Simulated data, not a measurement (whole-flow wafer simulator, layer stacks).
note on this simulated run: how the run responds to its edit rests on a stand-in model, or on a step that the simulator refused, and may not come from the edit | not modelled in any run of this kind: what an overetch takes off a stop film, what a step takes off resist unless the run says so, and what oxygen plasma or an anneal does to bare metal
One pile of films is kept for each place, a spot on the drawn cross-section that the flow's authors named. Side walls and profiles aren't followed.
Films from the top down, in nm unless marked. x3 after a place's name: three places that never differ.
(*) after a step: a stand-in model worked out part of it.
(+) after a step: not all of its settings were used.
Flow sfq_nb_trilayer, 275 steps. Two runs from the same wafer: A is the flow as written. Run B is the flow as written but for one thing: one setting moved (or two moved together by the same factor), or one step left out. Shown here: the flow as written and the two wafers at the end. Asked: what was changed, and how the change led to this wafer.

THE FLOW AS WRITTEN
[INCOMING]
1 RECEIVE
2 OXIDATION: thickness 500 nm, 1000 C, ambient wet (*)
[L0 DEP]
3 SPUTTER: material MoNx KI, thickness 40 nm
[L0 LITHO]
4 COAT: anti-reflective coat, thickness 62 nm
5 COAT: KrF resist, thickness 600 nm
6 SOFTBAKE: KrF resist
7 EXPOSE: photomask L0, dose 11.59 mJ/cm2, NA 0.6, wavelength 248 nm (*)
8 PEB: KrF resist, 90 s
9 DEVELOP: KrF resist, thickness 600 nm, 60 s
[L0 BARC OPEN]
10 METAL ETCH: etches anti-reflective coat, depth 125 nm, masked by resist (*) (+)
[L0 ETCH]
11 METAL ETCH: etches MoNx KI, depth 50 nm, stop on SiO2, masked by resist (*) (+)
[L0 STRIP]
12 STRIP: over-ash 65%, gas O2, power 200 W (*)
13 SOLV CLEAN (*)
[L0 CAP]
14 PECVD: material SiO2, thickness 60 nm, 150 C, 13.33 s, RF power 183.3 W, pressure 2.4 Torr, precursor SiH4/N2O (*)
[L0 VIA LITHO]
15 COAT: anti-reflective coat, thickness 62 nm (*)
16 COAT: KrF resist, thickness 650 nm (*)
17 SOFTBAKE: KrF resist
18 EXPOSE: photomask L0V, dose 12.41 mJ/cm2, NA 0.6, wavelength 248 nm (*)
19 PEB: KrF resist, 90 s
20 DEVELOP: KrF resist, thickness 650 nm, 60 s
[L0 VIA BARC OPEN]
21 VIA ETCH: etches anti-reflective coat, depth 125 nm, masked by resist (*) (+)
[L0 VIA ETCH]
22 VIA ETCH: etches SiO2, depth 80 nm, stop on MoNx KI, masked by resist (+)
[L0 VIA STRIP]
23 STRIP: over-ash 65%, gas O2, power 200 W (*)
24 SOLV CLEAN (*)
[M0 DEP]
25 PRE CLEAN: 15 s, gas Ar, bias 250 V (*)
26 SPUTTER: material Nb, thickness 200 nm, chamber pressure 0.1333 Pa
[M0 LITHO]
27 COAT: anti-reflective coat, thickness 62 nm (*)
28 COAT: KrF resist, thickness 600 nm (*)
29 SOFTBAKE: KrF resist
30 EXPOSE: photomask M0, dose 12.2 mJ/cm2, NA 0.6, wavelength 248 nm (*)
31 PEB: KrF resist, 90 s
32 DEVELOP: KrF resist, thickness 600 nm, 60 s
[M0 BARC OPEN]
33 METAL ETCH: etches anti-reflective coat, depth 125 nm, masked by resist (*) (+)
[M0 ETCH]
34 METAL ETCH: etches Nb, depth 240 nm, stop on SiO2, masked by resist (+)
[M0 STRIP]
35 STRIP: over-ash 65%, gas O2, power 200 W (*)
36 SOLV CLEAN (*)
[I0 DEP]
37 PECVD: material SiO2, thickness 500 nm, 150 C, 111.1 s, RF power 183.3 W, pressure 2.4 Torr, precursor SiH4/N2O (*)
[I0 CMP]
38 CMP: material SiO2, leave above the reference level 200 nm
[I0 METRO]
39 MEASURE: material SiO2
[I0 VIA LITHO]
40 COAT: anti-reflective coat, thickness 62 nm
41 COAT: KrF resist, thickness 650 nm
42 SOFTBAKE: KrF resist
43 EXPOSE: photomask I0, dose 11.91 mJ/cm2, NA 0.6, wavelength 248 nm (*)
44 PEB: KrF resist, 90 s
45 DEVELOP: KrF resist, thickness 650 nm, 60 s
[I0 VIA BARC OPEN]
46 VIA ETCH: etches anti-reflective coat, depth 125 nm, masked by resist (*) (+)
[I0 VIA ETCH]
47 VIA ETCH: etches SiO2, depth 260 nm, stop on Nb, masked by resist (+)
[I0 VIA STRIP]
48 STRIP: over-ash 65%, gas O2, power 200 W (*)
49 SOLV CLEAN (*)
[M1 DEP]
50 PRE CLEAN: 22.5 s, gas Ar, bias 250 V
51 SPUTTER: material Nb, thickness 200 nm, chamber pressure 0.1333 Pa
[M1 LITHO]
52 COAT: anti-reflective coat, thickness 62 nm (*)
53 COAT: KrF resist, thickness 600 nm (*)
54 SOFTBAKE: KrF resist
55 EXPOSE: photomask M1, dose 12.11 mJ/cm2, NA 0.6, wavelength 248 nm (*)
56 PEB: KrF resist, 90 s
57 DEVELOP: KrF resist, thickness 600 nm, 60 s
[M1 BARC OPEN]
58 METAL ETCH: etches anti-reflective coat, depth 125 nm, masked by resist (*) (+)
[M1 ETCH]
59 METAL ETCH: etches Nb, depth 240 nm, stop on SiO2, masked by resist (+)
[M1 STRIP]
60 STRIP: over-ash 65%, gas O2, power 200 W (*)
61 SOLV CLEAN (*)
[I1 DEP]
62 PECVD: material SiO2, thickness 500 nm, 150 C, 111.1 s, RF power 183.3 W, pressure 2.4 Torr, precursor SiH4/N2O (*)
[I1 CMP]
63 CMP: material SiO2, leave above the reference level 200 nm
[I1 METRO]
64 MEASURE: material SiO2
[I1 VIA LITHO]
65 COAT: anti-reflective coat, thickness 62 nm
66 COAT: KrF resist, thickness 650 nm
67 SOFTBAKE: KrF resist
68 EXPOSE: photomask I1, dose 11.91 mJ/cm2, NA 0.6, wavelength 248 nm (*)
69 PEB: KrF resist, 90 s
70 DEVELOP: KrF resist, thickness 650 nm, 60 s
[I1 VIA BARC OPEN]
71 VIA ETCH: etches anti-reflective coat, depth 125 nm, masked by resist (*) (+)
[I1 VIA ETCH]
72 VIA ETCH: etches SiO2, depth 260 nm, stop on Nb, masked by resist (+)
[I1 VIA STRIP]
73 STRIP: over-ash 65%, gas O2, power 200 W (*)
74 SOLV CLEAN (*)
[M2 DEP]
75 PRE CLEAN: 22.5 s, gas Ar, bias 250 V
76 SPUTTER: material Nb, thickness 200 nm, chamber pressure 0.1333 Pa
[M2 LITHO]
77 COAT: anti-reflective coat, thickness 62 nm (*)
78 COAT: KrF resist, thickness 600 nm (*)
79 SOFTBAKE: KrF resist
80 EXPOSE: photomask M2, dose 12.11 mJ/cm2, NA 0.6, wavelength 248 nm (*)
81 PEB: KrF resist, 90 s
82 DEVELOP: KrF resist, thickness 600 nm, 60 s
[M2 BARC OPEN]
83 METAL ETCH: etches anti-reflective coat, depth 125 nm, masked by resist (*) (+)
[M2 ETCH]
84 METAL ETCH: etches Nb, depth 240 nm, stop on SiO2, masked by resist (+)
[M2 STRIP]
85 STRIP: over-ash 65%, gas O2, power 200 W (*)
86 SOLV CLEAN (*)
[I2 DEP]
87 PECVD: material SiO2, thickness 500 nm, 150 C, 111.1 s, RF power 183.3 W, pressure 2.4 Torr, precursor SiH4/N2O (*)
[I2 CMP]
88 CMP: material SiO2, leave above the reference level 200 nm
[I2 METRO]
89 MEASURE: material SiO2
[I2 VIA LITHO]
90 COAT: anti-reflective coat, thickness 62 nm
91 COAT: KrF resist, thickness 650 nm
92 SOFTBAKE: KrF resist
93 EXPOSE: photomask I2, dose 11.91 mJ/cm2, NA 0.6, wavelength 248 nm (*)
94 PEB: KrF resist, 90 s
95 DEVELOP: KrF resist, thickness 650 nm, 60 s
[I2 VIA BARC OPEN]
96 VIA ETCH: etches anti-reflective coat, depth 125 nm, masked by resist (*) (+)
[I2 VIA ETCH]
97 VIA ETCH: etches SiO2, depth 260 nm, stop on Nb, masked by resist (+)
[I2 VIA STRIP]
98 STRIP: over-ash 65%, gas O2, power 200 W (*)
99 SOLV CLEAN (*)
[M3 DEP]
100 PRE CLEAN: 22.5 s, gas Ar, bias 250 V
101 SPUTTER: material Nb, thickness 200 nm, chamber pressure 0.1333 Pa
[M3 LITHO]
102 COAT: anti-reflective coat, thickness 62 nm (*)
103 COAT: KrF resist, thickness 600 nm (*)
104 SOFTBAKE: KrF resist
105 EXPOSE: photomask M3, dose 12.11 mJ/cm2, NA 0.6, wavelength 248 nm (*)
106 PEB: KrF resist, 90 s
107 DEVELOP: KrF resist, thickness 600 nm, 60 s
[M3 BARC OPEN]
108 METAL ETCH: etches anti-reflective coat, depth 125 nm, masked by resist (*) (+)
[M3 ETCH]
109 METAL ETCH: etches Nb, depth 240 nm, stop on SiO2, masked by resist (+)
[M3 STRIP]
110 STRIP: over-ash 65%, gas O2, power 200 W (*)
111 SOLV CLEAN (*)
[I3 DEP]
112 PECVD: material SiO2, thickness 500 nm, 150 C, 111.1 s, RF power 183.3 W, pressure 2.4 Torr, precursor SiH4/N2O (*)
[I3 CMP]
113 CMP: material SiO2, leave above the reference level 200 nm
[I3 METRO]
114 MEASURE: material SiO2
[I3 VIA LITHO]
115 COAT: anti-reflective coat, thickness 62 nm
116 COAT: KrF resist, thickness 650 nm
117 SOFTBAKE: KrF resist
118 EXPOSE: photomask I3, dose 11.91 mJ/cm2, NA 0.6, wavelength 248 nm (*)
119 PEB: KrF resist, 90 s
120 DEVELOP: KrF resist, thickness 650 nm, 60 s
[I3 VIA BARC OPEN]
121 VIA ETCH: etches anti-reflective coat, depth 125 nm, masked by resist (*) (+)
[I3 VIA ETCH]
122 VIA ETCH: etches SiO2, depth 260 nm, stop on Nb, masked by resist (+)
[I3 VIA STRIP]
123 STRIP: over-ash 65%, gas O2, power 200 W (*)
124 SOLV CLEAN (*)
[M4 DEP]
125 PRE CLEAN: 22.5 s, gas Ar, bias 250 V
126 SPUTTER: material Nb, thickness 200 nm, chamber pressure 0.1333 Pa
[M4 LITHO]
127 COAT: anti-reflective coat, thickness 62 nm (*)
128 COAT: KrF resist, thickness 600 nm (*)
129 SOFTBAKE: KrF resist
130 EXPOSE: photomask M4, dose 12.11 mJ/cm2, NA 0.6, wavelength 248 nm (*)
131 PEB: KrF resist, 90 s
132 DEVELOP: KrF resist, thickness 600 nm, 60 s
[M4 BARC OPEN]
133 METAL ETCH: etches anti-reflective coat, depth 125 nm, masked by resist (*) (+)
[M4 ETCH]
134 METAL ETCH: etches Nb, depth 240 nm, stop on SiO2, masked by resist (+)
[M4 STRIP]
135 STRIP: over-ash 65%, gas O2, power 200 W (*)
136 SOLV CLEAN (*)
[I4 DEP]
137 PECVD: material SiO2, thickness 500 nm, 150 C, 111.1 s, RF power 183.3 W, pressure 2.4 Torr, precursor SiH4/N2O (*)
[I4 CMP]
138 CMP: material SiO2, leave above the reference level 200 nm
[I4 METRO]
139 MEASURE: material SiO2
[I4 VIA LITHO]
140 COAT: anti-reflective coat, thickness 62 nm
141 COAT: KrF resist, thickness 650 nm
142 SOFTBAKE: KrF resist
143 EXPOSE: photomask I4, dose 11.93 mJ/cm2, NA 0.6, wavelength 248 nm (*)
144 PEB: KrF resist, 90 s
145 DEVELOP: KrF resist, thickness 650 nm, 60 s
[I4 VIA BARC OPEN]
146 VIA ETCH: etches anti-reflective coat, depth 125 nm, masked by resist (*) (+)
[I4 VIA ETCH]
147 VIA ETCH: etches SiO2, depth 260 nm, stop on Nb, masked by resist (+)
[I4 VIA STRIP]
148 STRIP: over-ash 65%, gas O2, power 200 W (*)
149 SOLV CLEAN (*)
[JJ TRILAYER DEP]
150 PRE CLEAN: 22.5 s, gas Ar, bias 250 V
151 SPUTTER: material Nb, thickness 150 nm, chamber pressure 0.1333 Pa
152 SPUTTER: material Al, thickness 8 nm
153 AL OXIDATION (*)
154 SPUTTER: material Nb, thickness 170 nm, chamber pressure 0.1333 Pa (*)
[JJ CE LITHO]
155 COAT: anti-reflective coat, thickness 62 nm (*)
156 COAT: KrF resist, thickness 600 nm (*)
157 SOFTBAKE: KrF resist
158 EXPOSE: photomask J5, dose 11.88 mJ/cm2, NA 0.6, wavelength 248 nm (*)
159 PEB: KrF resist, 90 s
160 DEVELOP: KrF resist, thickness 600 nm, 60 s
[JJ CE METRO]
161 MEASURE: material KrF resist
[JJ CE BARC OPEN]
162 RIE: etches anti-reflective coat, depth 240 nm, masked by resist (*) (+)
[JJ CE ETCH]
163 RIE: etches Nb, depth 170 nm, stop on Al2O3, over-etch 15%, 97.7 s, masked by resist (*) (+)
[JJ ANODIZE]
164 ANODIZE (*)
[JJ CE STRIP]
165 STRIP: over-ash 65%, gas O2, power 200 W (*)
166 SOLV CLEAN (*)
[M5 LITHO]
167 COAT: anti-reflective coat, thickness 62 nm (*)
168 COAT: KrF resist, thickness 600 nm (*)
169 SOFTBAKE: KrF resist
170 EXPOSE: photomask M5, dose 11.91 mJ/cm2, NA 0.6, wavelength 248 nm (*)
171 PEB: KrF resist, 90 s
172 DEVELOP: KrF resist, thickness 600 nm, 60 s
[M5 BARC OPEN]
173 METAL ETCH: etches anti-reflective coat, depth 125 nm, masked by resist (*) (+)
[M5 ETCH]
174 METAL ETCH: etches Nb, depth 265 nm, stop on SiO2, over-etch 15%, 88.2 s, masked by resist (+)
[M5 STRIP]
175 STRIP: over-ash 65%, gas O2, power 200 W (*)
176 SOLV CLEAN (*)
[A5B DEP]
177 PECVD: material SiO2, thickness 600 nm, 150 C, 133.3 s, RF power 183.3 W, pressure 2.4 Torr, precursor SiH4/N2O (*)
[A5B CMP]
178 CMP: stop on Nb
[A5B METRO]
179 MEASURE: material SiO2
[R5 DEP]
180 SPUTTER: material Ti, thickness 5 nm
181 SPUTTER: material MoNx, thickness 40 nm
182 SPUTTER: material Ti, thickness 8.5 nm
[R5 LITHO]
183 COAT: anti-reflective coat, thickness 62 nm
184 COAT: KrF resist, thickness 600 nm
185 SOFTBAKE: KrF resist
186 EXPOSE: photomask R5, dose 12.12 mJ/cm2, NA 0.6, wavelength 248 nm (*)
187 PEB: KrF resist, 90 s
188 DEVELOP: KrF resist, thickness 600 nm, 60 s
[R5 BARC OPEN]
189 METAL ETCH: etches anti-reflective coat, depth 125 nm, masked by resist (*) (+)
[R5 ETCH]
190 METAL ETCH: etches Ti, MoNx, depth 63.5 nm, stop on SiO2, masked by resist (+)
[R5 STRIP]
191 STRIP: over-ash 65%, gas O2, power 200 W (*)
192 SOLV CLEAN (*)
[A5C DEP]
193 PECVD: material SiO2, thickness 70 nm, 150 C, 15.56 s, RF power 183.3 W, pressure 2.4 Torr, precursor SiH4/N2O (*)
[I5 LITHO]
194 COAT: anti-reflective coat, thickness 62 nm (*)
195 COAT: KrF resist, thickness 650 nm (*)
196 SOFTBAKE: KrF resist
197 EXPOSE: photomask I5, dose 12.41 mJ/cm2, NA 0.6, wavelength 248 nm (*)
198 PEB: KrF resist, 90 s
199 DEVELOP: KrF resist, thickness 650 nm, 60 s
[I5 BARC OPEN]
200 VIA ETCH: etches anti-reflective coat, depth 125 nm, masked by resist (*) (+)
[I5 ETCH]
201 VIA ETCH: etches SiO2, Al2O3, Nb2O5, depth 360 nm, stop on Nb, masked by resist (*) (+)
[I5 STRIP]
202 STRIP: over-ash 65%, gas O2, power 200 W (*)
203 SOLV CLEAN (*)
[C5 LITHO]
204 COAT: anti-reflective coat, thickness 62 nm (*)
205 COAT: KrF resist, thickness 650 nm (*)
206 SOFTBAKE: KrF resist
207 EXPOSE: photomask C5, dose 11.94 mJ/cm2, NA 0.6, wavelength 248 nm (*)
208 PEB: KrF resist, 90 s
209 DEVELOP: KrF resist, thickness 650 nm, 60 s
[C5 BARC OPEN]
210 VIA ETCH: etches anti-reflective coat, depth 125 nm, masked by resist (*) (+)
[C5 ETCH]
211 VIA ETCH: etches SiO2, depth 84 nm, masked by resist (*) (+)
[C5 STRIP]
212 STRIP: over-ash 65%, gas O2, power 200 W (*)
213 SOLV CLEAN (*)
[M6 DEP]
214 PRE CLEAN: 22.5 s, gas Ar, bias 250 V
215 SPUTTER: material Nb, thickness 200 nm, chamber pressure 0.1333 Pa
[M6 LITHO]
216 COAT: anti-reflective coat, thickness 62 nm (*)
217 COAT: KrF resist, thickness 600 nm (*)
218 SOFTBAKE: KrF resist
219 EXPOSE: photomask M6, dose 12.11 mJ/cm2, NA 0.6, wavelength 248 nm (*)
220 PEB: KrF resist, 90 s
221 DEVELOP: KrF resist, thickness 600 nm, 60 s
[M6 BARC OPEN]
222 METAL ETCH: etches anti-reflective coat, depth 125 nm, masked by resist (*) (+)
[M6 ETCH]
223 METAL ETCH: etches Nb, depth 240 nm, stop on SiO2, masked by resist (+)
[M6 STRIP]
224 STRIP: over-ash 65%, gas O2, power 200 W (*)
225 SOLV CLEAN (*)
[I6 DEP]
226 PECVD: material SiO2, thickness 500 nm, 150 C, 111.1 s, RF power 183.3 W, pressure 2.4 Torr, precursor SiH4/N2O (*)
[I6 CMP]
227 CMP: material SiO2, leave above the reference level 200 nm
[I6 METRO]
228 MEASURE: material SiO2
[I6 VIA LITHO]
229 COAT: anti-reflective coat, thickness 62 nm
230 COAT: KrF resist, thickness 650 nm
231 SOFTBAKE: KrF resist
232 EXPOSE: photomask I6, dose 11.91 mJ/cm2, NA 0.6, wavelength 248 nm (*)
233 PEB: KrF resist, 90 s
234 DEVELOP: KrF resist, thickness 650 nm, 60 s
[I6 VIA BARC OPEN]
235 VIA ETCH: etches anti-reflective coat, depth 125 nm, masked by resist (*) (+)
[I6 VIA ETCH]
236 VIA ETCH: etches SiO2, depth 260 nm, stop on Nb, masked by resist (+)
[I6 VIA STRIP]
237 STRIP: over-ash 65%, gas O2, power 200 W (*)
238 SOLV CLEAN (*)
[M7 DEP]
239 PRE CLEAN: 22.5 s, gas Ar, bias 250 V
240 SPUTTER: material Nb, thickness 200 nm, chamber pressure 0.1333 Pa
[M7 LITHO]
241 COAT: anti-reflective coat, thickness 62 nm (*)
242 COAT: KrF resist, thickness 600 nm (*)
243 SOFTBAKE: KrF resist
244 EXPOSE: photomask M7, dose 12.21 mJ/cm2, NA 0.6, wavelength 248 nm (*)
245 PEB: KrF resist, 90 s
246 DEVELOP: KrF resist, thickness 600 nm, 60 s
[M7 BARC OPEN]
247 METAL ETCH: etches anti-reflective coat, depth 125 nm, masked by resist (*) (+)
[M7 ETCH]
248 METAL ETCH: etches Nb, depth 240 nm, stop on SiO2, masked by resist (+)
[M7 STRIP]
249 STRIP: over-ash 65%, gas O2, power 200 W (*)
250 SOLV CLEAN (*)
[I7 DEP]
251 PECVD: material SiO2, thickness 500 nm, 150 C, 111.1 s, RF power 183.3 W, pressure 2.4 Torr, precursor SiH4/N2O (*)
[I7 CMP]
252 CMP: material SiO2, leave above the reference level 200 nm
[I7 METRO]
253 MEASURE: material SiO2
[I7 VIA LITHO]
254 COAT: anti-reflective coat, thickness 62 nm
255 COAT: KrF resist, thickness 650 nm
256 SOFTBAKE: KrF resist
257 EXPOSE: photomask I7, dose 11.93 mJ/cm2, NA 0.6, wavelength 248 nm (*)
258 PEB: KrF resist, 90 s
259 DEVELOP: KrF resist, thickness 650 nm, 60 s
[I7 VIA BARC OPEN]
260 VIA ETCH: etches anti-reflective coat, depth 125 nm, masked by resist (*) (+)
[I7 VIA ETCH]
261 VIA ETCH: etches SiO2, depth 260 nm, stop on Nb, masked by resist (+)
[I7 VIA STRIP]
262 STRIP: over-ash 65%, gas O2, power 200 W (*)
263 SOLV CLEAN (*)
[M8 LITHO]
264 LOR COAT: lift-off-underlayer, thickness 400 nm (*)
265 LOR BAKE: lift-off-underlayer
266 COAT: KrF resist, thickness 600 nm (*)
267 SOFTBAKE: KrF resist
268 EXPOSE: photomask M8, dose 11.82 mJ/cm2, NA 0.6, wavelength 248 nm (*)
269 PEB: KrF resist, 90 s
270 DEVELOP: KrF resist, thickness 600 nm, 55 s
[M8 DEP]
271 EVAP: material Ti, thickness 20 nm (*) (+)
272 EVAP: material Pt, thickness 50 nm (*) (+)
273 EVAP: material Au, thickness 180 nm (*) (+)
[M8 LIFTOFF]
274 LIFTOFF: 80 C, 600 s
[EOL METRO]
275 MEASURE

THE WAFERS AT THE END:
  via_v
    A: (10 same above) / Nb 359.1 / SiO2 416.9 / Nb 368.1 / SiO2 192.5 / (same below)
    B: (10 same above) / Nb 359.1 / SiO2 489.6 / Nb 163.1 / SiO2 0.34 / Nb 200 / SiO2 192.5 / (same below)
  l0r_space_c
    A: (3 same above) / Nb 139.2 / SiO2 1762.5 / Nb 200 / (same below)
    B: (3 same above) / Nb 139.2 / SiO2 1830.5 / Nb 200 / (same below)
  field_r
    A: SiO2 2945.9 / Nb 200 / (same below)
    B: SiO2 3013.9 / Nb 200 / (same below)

The cause: step 63, CMP: leave above the reference level 268 nm was run, where the flow has leave above the reference level 200 nm.

How the change led to this, step by step:
  63 CMP: material SiO2, leave above the reference level 200 nm
      field_l, be, be_sur and 72 more: A SiO2 -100 | B SiO2 -32
      v_sur, via_wl, via_wr and 20 more: A SiO2 -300 | B SiO2 -232
      (and at 8 more places)
  72 VIA ETCH: etches SiO2, depth 260 nm, stop on Nb, masked by resist (+)
      via_v: A SiO2 -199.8 (all of it) | B SiO2 -260
  75 PRE CLEAN: 22.5 s, gas Ar, bias 250 V
      via_v: A Nb -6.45 | B SiO2 -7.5
  76 SPUTTER: material Nb, thickness 200 nm, chamber pressure 0.1333 Pa
      via_v: A Nb +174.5 | B Nb +163.1 (new film)
  77 COAT: anti-reflective coat, thickness 62 nm (*)
      via_sp: A anti-reflective coat +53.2 (new film) | B anti-reflective coat +51.9 (new film)
      via_v: A anti-reflective coat +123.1 (new film) | B anti-reflective coat +136.1 (new film)
      (and at 1 more place)
  78 COAT: KrF resist, thickness 600 nm (*)
      via_v: A KrF resist +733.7 (new film) | B KrF resist +783.4 (new film)
  85 STRIP: over-ash 65%, gas O2, power 200 W (*)
      via_sp: A KrF resist -374.4 (all of it), anti-reflective coat -53.2 (all of it) | B KrF resist -370.4 (all of it), anti-reflective coat -51.9 (all of it)
      via_v: A KrF resist -515.8 (all of it), anti-reflective coat -123.1 (all of it) | B KrF resist -565.3 (all of it), anti-reflective coat -136.1 (all of it)
      (and at 1 more place)
  87 PECVD: material SiO2, thickness 500 nm, 150 C, 111.1 s, RF power 183.3 W, pressure 2.4 Torr, precursor SiH4/N2O (*)
      via_v: A SiO2 +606 (new film) | B SiO2 +678.7 (new film)
Counting metal films that touch as one body, via_v has 7 bodies (between them, from the top down: SiO2 437.8; SiO2 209 / Al2O3 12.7 / Nb2O5 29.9; SiO2 425.9; SiO2 489.6; SiO2 0.34; SiO2 192.5); the flow as written gives 6 bodies (between them, from the top down: SiO2 437.8; SiO2 209 / Al2O3 12.7 / Nb2O5 29.9; SiO2 425.9; SiO2 416.9; SiO2 192.5).
